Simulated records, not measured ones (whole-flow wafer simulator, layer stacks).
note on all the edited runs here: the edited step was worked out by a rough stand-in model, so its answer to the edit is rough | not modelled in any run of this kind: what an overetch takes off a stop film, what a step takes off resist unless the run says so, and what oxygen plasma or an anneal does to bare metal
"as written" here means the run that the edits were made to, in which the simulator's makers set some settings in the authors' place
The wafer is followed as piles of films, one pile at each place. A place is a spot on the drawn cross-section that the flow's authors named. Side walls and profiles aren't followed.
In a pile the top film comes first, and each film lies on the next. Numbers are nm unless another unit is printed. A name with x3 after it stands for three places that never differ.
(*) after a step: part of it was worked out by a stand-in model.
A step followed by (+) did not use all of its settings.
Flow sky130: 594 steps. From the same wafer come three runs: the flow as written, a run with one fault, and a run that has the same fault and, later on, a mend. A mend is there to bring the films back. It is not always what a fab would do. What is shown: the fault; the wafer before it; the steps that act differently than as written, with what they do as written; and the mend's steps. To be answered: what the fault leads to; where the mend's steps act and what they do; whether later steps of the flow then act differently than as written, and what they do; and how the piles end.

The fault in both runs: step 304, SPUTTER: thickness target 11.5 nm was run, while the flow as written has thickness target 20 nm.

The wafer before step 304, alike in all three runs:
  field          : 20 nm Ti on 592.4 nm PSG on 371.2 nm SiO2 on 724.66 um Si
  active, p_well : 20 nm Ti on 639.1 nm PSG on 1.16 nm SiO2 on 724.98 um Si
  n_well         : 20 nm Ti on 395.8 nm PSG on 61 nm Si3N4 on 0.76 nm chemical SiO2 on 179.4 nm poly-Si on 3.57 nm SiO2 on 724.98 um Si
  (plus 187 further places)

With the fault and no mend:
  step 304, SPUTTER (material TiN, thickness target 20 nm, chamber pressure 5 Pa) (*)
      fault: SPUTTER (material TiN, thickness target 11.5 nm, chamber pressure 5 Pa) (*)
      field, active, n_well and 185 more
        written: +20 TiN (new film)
        fault: +11.5 TiN (new film)
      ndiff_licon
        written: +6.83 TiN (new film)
        fault: +3.98 TiN (new film)
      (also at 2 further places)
  Later steps of the flow acting differently than as written (1 more step, not shown, differs only slightly: by at most 2% or 0.5 nm, whichever is larger):
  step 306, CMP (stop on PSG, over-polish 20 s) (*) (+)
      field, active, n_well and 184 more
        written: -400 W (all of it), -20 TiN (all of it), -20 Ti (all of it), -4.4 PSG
        fault: -400 W (all of it), -11.5 TiN (all of it), -20 Ti (all of it), -4.4 PSG
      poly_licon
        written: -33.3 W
        fault: -24.8 W
  At poly_licon, ndiff_licon, ndiff_licon_cpp, rpo_hd_licon, the piles at the end differ from the flow's by more than 2% or 0.5 nm, whichever is larger.
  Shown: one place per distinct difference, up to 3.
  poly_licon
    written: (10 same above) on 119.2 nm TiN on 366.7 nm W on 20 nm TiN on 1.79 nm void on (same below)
    fault: (10 same above) on 119.2 nm TiN on 375.2 nm W on 11.5 nm TiN on 1.79 nm void on (same below)
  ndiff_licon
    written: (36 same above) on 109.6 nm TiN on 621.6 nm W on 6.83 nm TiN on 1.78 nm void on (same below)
    fault: (36 same above) on 109.6 nm TiN on 624.5 nm W on 3.98 nm TiN on 1.78 nm void on (same below)
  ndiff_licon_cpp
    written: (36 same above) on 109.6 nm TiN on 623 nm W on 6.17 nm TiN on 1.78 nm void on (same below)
    fault: (36 same above) on 109.6 nm TiN on 625.6 nm W on 3.59 nm TiN on 1.78 nm void on (same below)

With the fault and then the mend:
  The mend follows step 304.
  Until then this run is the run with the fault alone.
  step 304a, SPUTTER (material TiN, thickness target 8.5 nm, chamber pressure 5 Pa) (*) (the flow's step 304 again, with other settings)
      field, active, n_well and 185 more
        +8.5 TiN
      ndiff_licon
        +2.85 TiN
      ndiff_licon_cpp
        +2.58 TiN
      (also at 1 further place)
  Every later step of the flow that is run acts as written, at every place that is followed, to within 2% or 0.5 nm, whichever is larger.
  When the end is reached, the piles differ only a little from the flow's at the places that both follow, at most by 2% or 0.5 nm, whichever is larger.
